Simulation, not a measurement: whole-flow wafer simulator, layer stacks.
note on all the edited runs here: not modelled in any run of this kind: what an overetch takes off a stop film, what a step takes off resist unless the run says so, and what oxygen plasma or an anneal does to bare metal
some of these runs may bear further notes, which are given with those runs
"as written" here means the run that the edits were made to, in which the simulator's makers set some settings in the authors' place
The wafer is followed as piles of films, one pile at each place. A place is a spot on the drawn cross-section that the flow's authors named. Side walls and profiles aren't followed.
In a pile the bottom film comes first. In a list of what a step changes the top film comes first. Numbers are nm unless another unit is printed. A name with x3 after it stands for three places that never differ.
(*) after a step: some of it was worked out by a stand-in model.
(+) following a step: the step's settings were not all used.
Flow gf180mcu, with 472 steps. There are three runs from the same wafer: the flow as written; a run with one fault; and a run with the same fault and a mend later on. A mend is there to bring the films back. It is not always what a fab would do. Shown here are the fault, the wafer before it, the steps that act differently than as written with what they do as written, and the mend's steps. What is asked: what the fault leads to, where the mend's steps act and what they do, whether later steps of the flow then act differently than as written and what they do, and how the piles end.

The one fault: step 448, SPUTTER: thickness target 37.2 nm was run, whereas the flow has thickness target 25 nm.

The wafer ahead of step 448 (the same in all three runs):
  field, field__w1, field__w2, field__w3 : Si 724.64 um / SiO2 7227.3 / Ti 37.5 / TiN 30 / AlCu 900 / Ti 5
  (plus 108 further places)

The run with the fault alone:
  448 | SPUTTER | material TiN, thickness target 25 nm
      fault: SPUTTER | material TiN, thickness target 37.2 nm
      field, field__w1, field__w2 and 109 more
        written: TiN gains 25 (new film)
        fault: TiN gains 37.2 (new film)
  Later steps of the flow acting differently than as written (4 more steps, not shown, differ only slightly: by at most 2% or 0.5 nm, whichever is larger):
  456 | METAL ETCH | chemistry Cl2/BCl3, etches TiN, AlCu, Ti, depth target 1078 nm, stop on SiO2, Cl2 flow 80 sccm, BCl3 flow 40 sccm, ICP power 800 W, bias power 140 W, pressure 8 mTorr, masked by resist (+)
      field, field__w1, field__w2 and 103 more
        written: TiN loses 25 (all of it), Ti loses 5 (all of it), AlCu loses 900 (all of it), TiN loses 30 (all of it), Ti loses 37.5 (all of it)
        fault: TiN loses 37.2 (all of it), Ti loses 5 (all of it), AlCu loses 900 (all of it), TiN loses 30 (all of it), Ti loses 37.5 (all of it)
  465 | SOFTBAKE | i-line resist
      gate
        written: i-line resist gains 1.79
        fault: i-line resist loses 0.27
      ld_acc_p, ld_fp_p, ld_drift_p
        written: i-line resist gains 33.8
        fault: i-line resist gains 27.4
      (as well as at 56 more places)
  The piles end different from the flow's at field__w8, contact, m1, m1__w1, pad, m1_nw by more than 2% or 0.5 nm, whichever is larger.
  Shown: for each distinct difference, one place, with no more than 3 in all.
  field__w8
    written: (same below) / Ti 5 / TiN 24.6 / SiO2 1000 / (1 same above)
    fault: (same below) / Ti 5 / TiN 36.8 / SiO2 1000 / (1 same above)
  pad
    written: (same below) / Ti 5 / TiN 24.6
    fault: (same below) / Ti 5 / TiN 36.8

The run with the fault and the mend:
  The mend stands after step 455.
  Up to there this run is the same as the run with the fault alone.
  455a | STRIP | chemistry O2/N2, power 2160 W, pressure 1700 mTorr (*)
      field__w8, contact, m1, m1__w1, pad, m1_nw
        resist loses 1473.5 (all of it)
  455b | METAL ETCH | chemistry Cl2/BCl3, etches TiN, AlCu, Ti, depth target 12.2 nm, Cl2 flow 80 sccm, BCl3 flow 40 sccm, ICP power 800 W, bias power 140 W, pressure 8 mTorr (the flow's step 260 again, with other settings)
      field, field__w1, field__w2 and 109 more
        TiN loses 12.2
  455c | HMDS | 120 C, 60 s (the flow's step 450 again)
      leaves every film unchanged at each place that is followed
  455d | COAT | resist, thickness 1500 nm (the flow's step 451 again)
      field, field__w1, field__w2 and 109 more
        resist gains 1500 (new film)
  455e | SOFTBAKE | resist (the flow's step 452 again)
      leaves every film unchanged at each place that is followed
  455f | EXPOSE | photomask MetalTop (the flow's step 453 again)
      leaves every film unchanged at each place that is followed
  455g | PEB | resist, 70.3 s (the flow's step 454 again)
      field, field__w1, field__w2 and 109 more
        resist loses 26.5
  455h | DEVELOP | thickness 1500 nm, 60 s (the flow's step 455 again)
      field, field__w1, field__w2 and 103 more
        resist loses 1473.5 (all of it)
  Later steps of the flow that are run all act as written at every place that is followed.
  By the end, the piles equal the flow's at every place that both follow.
